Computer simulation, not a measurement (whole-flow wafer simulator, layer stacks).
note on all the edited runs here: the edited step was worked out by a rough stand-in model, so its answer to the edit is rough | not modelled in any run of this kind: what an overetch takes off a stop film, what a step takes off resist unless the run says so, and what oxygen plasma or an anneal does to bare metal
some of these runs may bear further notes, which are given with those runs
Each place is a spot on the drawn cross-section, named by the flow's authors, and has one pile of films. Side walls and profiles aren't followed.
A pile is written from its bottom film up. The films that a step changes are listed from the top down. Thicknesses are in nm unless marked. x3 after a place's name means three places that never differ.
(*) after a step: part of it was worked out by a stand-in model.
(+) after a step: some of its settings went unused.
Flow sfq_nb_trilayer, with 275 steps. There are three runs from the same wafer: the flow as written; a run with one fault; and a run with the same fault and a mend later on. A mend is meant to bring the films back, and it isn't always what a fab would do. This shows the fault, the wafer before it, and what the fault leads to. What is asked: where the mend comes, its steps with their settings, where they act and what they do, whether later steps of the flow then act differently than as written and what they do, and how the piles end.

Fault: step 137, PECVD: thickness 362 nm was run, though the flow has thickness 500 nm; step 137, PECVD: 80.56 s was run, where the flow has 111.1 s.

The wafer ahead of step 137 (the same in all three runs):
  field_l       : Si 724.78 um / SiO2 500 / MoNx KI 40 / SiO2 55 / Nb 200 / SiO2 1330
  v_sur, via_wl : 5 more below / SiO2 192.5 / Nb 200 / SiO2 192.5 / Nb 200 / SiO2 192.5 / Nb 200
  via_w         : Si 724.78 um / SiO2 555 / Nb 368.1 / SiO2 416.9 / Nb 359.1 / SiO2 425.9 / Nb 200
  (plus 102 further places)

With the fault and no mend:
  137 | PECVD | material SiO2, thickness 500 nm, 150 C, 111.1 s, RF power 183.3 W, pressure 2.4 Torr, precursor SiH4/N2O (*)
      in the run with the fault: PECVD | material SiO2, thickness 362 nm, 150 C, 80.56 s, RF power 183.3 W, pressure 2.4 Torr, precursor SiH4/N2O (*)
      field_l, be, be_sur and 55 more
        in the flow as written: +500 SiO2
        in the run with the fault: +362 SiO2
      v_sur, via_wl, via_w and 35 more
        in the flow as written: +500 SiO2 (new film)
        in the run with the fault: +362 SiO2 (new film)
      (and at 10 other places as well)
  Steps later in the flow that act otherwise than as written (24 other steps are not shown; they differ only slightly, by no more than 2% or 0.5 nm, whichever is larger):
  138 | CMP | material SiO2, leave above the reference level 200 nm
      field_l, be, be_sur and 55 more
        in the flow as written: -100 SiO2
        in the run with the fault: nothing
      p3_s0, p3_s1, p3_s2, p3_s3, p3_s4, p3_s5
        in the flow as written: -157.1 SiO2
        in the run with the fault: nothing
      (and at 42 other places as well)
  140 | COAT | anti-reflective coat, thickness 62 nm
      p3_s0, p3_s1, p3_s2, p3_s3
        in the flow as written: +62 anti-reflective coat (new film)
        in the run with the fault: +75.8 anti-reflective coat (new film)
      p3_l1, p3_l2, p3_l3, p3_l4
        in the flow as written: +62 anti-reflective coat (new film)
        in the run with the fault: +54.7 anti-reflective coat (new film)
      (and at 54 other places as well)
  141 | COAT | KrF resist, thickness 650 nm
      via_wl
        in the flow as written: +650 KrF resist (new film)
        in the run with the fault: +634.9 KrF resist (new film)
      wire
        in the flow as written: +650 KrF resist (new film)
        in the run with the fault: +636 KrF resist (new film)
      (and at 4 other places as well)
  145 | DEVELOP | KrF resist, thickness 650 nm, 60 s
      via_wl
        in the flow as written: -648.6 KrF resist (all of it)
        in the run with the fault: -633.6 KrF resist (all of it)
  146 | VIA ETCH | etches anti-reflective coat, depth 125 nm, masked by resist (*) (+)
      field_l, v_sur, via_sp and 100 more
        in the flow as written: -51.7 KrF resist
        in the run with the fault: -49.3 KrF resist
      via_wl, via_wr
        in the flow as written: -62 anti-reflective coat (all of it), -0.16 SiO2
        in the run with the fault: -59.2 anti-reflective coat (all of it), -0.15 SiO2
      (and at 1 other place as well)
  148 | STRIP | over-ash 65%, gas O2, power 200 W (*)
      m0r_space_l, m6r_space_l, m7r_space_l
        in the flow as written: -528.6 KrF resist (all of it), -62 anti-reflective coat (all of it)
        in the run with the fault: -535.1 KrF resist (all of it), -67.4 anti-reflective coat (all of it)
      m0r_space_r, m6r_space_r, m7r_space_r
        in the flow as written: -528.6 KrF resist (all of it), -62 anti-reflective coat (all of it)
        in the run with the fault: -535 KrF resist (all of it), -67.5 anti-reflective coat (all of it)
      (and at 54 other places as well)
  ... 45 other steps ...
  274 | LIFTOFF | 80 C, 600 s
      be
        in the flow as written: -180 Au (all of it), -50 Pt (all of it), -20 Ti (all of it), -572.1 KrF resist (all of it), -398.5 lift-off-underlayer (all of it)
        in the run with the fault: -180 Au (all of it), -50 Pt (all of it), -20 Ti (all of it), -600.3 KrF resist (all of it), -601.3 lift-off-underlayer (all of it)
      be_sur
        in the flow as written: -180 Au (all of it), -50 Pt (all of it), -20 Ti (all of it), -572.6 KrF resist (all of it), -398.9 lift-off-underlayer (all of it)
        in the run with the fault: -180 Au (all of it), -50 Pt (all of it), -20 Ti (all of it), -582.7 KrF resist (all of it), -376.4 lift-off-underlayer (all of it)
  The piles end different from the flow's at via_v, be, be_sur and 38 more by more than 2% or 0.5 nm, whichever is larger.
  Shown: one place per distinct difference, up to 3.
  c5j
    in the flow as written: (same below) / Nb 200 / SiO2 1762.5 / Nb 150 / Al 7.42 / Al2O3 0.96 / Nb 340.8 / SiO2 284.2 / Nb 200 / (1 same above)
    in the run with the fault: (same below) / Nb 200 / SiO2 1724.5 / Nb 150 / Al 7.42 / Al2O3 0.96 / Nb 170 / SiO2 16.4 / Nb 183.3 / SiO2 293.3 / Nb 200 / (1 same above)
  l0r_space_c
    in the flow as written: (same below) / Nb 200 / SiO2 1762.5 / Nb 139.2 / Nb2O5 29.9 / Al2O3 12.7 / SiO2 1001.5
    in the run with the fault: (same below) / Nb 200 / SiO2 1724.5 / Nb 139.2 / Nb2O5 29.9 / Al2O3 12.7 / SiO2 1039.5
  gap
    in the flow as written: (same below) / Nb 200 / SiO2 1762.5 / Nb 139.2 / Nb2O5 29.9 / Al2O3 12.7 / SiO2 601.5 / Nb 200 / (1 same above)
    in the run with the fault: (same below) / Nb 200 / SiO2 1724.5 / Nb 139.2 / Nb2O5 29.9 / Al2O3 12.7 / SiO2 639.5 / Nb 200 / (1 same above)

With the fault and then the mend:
  After step 137 comes the mend.
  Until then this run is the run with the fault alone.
  137a | PECVD | material SiO2, thickness 138 nm, 150 C, 30.67 s, RF power 183.3 W, pressure 2.4 Torr, precursor SiH4/N2O (*) (the flow's step 137, run once more with other settings)
      field_l, v_sur, via_wl and 99 more
        +138 SiO2
      lsp_r, l0_sur, l0v
        +135.9 SiO2
      via_v
        +131.5 SiO2
  Steps later in the flow that act otherwise than as written (4 other steps are not shown; they differ only slightly, by no more than 2% or 0.5 nm, whichever is larger):
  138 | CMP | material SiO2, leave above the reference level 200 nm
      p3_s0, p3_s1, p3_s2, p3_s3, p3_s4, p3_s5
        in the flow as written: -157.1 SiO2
        in the run with the mend: -100 SiO2
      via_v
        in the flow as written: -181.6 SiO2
        in the run with the mend: -119.3 SiO2
  The piles end the same as the flow's at every place that both follow.
